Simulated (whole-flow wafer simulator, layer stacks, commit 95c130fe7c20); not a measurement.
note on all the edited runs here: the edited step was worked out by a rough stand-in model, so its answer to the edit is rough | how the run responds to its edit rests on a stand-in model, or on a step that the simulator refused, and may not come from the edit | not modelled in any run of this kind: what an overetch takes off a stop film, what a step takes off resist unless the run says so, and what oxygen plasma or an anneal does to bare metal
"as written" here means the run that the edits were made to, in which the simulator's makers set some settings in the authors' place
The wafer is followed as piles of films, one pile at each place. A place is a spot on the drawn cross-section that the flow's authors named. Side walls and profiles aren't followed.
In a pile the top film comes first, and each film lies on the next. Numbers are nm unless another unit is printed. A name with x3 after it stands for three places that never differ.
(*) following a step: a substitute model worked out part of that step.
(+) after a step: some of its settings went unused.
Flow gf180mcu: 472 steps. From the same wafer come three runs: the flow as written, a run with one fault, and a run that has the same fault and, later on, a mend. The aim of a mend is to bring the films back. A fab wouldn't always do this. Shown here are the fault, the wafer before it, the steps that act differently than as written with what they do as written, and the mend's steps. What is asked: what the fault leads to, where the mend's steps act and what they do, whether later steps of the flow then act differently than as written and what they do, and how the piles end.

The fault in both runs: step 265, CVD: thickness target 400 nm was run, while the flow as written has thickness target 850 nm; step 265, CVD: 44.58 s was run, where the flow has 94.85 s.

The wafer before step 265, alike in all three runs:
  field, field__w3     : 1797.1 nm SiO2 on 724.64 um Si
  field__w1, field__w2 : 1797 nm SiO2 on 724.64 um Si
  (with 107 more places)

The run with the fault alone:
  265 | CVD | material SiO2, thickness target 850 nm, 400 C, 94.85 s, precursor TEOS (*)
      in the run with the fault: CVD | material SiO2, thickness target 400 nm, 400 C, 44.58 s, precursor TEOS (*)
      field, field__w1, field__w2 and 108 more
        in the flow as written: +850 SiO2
        in the run with the fault: +409.1 SiO2
  Steps further on in the flow that do not act as written (1 more step, not shown, differs only slightly: by at most 2% or 0.5 nm, whichever is larger):
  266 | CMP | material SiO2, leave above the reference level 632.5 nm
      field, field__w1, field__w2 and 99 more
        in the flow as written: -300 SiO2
        in the run with the fault: nothing
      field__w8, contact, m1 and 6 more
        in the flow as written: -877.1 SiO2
        in the run with the fault: -436.1 SiO2
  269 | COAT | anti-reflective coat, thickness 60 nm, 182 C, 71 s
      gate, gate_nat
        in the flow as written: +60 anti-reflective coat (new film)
        in the run with the fault: +61.7 anti-reflective coat (new film)
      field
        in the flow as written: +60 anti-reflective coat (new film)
        in the run with the fault: +117.1 anti-reflective coat (new film)
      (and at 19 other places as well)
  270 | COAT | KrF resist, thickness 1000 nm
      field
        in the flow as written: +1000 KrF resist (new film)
        in the run with the fault: +978.5 KrF resist (new film)
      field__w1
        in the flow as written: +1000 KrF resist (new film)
        in the run with the fault: +976.1 KrF resist (new film)
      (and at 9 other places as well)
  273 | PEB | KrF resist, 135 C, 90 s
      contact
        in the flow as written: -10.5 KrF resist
        in the run with the fault: -9.39 KrF resist
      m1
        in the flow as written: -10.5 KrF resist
        in the run with the fault: -9.12 KrF resist
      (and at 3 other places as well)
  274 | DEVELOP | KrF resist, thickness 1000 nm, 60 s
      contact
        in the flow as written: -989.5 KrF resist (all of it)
        in the run with the fault: -917.4 KrF resist (all of it)
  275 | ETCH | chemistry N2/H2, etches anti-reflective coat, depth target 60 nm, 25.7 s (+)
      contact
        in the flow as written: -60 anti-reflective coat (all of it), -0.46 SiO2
        in the run with the fault: -22.8 anti-reflective coat (all of it), -1.42 SiO2
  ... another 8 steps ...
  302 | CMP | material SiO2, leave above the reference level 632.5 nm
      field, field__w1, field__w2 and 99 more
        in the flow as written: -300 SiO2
        in the run with the fault: -287.7 SiO2
  At field, field__w1, field__w2 and 105 more, the piles at the end differ from the flow's by more than 2% or 0.5 nm, whichever is larger.
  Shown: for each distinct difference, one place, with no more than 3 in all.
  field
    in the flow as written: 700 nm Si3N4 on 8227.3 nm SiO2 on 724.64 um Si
    in the run with the fault: 700 nm Si3N4 on 5896.3 nm SiO2 on 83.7 nm W on 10 nm TiN on 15 nm Ti on 2206.1 nm SiO2 on 724.64 um Si
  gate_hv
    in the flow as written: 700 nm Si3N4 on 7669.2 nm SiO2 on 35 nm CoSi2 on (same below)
    in the run with the fault: 700 nm Si3N4 on 5896.3 nm SiO2 on 83.7 nm W on 10 nm TiN on 15 nm Ti on 1648 nm SiO2 on 35 nm CoSi2 on (same below)
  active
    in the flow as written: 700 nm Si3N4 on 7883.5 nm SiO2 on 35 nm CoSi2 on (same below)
    in the run with the fault: 700 nm Si3N4 on 5896.3 nm SiO2 on 83.7 nm W on 10 nm TiN on 15 nm Ti on 1862.3 nm SiO2 on 35 nm CoSi2 on (same below)

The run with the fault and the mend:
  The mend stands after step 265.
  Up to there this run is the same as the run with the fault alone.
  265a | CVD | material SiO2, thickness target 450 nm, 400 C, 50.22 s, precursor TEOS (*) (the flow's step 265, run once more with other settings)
      field, field__w1, field__w2 and 108 more
        +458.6 SiO2
  Steps further on in the flow that do not act as written:
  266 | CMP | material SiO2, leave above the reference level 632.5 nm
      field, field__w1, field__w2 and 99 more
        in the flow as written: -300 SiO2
        in the run with the mend: -317.6 SiO2
  By the end, the piles equal the flow's at every place that both follow.
